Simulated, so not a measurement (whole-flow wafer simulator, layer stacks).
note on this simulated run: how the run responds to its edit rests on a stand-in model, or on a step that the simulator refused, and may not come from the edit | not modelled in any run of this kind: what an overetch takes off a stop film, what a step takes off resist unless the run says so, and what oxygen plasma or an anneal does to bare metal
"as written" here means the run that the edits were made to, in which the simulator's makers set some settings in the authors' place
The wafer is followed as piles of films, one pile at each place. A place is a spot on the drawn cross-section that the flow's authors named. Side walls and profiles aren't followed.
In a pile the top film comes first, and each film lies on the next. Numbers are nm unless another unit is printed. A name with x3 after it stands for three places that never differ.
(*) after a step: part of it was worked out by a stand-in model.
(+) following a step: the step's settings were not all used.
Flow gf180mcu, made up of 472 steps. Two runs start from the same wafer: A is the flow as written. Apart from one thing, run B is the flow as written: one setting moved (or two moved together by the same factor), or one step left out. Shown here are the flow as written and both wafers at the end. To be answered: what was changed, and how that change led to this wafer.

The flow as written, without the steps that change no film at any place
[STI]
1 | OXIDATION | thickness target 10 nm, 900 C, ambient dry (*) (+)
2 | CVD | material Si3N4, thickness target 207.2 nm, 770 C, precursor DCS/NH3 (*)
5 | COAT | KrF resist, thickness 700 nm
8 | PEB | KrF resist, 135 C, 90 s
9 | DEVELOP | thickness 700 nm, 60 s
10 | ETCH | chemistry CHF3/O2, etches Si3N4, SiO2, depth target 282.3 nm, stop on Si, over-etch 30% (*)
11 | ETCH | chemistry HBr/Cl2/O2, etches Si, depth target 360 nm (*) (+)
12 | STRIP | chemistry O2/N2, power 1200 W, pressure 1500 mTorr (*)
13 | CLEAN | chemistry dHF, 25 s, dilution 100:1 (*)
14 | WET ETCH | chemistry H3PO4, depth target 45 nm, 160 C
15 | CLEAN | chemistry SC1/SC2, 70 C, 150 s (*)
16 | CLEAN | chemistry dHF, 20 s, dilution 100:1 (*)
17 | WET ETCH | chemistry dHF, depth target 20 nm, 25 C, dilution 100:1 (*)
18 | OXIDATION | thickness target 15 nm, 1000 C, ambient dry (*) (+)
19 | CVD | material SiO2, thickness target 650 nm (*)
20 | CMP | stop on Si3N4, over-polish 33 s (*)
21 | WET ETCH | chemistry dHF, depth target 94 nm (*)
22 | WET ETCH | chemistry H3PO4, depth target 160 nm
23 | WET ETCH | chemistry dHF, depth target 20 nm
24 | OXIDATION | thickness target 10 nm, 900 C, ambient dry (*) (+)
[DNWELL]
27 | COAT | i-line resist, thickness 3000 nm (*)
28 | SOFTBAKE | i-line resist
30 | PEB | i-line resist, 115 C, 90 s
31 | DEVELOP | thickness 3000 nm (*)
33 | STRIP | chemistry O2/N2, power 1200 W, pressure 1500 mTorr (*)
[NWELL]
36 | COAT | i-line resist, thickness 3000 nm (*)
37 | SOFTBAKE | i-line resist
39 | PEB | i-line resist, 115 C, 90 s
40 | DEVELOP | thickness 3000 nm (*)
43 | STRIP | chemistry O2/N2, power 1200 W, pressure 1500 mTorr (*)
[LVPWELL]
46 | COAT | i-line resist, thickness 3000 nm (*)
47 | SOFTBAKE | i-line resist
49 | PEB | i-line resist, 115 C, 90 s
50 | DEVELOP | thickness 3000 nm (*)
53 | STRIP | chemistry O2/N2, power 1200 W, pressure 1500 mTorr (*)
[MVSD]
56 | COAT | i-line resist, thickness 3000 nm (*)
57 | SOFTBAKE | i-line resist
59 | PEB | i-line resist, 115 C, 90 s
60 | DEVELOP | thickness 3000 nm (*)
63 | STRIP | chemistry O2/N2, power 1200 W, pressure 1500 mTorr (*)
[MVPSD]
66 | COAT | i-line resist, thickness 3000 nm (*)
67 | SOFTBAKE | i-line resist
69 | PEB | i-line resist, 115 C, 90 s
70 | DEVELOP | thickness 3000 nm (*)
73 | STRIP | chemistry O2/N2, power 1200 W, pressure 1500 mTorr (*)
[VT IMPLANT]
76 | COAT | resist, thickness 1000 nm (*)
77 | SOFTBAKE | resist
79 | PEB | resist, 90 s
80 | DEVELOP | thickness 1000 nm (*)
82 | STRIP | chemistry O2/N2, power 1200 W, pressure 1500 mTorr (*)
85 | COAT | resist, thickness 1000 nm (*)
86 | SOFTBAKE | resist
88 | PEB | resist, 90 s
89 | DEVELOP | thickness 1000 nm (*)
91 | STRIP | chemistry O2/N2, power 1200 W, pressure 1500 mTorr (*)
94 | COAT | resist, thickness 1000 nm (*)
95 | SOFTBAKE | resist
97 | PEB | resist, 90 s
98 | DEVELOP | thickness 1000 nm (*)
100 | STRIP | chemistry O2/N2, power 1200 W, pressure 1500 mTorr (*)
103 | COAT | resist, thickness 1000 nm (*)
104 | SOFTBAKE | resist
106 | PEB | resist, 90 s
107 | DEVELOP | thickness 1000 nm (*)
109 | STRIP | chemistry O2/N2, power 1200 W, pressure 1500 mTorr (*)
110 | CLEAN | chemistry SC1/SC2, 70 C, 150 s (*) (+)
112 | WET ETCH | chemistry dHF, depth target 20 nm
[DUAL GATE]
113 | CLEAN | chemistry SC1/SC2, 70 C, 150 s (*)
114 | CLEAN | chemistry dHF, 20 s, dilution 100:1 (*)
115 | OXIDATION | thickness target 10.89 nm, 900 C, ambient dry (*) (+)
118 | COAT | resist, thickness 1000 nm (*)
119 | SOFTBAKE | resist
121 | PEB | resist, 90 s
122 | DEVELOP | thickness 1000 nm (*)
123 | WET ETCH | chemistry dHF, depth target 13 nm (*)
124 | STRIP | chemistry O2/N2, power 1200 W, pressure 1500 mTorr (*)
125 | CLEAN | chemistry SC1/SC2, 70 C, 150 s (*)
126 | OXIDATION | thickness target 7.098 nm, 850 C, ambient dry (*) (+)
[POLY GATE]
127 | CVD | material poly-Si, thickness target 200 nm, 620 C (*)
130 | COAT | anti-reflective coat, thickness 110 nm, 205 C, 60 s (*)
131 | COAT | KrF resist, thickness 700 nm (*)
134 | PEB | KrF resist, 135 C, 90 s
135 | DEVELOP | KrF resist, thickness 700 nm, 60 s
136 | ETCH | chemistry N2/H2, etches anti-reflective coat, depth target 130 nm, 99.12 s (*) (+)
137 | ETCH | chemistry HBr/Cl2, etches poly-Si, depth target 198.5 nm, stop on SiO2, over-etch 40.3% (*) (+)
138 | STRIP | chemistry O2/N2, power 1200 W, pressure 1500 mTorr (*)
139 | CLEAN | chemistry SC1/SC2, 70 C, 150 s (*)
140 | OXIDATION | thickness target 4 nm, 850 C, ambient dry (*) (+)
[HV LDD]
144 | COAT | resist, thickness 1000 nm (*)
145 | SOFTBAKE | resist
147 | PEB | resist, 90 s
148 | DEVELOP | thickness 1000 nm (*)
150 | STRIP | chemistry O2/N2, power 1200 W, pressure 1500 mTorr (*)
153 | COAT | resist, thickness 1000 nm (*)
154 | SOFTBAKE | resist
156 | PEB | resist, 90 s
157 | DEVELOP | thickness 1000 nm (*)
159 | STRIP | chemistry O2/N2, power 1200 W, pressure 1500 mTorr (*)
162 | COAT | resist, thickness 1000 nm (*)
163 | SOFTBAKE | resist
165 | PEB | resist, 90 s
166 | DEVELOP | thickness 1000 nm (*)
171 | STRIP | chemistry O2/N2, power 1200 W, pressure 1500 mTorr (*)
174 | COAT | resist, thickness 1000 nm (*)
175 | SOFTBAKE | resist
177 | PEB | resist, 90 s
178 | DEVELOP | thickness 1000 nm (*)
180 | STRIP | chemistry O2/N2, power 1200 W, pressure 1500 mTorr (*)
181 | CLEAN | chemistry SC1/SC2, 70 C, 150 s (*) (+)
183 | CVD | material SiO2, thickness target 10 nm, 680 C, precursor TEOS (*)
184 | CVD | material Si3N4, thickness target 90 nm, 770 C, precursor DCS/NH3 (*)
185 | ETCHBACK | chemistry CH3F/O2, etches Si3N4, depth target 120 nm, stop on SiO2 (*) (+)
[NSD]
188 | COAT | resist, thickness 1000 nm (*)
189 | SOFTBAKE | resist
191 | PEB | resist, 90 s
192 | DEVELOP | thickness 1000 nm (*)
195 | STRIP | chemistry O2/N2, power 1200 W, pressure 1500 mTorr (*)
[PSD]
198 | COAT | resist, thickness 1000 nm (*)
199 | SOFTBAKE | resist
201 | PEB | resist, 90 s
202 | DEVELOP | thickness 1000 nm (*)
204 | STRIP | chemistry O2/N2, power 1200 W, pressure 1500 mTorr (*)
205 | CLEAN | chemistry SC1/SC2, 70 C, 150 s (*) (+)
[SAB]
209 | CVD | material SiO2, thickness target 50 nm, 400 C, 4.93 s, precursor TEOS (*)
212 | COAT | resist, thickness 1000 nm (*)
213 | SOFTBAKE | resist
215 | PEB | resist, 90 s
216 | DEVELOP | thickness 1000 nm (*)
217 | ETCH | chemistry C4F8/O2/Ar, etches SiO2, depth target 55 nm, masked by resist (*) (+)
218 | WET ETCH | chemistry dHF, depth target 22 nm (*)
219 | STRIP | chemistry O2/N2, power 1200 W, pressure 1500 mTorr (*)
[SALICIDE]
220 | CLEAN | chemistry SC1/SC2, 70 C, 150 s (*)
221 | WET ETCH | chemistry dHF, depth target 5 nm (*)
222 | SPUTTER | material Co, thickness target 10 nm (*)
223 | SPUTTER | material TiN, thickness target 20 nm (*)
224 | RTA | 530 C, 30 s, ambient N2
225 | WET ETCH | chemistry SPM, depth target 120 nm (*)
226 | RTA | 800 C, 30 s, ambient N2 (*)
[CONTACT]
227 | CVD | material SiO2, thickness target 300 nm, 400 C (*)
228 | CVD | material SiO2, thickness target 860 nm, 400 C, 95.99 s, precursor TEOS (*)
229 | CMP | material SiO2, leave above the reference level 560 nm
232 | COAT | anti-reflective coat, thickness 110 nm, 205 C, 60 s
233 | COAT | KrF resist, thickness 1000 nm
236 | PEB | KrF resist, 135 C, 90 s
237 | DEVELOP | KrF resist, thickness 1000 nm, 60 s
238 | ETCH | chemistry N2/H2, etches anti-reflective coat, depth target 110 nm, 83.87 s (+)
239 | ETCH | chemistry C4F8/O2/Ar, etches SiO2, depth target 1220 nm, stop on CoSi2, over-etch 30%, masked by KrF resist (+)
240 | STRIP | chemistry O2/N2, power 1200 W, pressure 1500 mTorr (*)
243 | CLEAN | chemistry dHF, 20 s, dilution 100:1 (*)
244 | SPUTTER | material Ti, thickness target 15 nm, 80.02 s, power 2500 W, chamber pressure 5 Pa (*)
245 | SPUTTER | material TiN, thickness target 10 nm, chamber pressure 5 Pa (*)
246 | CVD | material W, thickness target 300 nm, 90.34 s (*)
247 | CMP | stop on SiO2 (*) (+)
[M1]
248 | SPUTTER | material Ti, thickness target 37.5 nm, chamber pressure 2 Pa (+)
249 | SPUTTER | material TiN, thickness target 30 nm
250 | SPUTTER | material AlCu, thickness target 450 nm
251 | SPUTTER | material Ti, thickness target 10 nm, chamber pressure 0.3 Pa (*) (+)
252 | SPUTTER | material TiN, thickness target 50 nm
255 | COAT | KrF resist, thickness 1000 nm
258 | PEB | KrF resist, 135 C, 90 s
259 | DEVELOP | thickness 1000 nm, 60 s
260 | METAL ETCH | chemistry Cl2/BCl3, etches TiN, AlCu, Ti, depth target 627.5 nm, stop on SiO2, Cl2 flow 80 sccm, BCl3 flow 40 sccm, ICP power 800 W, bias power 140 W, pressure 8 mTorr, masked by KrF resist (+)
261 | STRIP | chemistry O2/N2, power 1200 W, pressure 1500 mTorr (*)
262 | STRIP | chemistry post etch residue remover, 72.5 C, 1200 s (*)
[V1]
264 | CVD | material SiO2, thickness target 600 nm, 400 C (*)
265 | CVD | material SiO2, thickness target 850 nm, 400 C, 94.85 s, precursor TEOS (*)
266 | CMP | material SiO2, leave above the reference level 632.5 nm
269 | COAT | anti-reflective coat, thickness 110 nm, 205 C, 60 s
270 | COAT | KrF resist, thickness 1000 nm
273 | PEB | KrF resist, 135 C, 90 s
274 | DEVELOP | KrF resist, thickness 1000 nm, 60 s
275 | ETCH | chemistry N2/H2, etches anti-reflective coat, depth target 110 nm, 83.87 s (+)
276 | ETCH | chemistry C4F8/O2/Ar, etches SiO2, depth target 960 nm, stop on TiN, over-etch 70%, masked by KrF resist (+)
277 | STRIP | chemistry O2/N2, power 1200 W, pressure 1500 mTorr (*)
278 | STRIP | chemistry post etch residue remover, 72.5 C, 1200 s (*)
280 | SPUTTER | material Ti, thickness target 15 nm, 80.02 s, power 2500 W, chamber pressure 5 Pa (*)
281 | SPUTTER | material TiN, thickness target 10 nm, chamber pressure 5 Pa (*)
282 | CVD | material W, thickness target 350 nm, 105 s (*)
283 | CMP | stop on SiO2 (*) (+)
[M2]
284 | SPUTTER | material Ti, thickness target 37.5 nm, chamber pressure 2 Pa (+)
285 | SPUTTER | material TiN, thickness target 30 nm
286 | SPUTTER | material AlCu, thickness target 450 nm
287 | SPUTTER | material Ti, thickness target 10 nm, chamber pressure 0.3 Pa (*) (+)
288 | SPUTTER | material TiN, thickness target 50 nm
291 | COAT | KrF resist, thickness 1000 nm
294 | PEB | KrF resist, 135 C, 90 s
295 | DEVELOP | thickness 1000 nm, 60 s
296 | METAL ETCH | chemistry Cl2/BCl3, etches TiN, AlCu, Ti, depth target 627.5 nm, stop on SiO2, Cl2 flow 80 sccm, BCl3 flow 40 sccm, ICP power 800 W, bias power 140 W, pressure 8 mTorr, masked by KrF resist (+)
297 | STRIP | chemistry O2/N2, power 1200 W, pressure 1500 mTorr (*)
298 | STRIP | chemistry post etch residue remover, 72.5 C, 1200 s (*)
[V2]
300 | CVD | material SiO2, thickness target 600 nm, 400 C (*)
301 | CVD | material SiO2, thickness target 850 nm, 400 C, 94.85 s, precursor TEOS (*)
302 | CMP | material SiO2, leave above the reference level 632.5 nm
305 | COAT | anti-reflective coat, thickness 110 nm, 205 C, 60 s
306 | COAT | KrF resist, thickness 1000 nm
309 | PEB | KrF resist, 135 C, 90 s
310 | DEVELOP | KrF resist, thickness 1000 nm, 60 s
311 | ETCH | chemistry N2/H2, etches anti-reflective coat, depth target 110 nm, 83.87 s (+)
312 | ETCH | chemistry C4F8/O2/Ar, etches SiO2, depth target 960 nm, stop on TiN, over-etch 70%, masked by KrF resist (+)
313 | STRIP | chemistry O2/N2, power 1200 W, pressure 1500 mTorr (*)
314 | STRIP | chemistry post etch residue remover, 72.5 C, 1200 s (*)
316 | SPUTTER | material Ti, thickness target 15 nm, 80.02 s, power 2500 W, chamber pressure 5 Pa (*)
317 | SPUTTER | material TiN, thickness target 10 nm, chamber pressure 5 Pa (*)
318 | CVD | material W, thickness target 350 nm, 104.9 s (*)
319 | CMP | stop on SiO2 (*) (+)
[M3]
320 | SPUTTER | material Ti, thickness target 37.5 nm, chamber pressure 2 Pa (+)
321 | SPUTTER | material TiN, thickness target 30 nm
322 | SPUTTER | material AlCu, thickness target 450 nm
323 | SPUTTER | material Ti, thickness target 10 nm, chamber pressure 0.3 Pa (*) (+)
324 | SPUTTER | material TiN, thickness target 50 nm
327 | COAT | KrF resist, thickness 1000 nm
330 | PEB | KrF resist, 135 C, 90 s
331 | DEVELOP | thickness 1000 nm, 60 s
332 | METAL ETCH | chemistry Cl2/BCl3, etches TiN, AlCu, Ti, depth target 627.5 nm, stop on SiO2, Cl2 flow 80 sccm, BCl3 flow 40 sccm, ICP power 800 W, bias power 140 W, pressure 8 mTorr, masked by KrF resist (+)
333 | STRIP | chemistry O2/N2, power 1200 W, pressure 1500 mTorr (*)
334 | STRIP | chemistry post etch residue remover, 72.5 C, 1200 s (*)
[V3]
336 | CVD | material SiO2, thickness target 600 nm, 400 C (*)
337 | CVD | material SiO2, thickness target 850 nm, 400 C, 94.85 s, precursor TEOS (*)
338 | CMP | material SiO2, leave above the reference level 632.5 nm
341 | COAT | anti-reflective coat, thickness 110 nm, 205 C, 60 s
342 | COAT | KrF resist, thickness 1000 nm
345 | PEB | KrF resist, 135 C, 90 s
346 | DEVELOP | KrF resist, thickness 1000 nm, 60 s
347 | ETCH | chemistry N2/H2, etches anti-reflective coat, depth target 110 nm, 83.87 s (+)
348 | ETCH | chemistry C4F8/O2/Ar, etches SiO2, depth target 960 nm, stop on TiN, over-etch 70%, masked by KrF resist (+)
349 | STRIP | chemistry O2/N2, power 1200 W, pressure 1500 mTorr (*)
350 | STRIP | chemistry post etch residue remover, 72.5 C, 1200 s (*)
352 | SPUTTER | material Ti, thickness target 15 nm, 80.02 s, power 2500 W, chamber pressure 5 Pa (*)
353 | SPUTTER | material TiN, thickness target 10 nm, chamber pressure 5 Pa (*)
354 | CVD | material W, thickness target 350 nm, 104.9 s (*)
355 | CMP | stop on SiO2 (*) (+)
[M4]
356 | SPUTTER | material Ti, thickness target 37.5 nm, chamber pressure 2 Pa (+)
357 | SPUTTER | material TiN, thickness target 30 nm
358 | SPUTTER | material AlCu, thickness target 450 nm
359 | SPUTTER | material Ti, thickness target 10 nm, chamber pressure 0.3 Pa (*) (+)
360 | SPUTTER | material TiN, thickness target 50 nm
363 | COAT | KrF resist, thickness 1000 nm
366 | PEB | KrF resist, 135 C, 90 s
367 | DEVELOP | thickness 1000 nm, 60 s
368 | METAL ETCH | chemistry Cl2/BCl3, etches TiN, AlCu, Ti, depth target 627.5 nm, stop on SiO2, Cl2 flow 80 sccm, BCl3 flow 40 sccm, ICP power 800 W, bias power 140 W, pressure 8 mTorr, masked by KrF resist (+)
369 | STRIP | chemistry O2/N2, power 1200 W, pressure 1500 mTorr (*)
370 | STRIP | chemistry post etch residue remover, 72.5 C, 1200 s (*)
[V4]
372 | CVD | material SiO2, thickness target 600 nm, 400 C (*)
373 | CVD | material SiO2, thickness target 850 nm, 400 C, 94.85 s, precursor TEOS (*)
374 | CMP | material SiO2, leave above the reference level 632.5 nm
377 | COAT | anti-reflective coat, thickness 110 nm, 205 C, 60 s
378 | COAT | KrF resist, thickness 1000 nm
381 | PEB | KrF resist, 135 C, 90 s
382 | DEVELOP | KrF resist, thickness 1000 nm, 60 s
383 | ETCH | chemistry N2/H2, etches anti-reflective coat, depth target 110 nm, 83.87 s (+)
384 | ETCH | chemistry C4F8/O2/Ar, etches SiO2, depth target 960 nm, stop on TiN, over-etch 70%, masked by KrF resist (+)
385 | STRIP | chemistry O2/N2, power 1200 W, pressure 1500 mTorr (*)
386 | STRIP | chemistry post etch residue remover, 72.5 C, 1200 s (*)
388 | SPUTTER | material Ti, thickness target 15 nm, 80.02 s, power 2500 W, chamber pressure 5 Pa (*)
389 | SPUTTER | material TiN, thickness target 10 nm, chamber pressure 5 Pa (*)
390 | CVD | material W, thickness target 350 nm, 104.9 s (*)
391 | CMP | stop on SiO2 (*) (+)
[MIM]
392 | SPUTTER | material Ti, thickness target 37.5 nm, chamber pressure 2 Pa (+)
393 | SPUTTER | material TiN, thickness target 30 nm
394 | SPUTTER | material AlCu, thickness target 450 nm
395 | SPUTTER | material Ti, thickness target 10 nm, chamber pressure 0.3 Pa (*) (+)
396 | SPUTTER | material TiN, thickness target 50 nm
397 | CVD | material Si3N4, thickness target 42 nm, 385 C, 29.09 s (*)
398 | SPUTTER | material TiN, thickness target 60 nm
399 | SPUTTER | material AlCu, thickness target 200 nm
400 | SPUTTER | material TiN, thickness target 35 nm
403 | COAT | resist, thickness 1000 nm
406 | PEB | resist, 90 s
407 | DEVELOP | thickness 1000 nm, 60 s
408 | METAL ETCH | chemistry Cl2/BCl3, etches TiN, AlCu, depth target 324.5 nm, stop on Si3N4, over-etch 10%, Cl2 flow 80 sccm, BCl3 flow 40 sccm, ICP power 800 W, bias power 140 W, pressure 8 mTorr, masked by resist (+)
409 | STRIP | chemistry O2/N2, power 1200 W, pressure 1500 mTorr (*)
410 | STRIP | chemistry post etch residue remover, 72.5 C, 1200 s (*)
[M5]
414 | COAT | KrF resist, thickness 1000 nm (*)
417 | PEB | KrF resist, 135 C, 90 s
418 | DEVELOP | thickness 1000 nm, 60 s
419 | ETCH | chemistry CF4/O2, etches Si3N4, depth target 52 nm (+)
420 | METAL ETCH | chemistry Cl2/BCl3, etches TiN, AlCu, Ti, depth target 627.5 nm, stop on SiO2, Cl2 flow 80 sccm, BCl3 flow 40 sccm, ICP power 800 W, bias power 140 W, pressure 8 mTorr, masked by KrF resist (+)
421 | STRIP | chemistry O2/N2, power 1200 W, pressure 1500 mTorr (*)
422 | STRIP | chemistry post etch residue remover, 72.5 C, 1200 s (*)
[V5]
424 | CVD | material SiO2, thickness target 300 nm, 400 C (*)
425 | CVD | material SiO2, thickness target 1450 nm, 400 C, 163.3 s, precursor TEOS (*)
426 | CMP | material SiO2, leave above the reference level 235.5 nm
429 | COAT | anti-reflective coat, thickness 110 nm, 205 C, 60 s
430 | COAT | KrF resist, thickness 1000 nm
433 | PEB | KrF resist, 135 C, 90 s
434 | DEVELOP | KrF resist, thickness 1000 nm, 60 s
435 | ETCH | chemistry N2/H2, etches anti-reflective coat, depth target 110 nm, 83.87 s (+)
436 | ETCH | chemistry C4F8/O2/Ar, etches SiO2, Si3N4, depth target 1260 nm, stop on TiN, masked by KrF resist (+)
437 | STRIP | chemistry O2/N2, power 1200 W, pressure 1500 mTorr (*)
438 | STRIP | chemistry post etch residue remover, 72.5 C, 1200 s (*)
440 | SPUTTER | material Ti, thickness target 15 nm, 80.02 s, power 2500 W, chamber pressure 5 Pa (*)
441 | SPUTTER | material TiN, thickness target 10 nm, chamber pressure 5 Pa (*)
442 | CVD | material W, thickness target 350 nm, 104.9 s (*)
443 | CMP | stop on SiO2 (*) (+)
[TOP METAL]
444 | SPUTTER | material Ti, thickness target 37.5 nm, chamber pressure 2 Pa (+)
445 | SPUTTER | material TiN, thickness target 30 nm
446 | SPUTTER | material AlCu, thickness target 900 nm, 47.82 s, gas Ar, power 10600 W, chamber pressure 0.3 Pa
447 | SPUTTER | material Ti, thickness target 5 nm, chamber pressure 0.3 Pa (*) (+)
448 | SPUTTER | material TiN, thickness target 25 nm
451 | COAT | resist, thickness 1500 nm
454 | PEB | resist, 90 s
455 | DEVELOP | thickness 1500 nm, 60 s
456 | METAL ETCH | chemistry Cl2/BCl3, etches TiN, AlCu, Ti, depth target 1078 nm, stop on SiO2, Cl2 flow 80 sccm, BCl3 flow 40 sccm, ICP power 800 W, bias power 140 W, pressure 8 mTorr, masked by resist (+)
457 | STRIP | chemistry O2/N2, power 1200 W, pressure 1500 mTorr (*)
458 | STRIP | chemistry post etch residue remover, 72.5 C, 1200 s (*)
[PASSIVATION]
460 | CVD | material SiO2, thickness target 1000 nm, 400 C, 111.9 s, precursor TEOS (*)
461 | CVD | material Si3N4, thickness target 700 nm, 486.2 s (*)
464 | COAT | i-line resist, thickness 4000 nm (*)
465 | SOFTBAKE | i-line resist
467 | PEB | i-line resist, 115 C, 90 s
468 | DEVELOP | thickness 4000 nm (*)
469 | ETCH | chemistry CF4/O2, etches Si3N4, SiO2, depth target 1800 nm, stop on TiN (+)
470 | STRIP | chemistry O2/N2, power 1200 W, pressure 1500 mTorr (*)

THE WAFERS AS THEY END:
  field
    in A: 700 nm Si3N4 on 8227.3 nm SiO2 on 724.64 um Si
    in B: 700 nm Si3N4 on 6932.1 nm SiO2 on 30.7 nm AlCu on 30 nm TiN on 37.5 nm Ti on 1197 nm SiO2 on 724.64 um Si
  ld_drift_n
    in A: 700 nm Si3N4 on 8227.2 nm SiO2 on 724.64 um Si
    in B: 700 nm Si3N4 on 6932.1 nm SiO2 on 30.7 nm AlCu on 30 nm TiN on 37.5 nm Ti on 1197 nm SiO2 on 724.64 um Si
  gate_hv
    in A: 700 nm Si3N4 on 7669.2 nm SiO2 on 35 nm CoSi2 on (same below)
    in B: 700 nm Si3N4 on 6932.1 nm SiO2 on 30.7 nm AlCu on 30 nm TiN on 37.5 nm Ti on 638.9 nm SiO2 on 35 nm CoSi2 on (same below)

Cause: step 260, METAL ETCH: depth target 473.6 nm was run, while the flow as written has depth target 627.5 nm.

The path from the change to this, step by step:
  260 | METAL ETCH | chemistry Cl2/BCl3, etches TiN, AlCu, Ti, depth target 627.5 nm, stop on SiO2, Cl2 flow 80 sccm, BCl3 flow 40 sccm, ICP power 800 W, bias power 140 W, pressure 8 mTorr, masked by KrF resist (+)
      field, field__w1, field__w2 and 99 more: A -50 TiN (all of it), -10 Ti (all of it), -450 AlCu (all of it), -30 TiN (all of it), -37.5 Ti (all of it) | B -50 TiN (all of it), -10 Ti (all of it), -413.6 AlCu
      field__w8, contact, m1 and 6 more: A -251 KrF resist | B -189.4 KrF resist
  261 | STRIP | chemistry O2/N2, power 1200 W, pressure 1500 mTorr (*)
      field__w8, contact, m1 and 6 more: A -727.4 KrF resist (all of it) | B -788.9 KrF resist (all of it)
  262 | STRIP | chemistry post etch residue remover, 72.5 C, 1200 s (*)
      field, field__w1, field__w2 and 99 more: A nothing | B -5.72 AlCu
  264 | CVD | material SiO2, thickness target 600 nm, 400 C (*)
      field, field__w1, field__w2 and 99 more: A +600 SiO2 | B +600 SiO2 (new film)
  266 | CMP | material SiO2, leave above the reference level 632.5 nm
      field, field__w1, field__w2 and 99 more: A -300 SiO2 | B -398.2 SiO2
If metal films that touch count as one body, field has 1 body; the flow as written gives 0 bodies.
If metal films that touch count as one body, ld_drift_n has 1 body; the flow as written gives 0 bodies.
If metal films that touch count as one body, gate_hv has 2 bodies (between them, from the top down: SiO2 638.9); the flow as written gives 1 body.
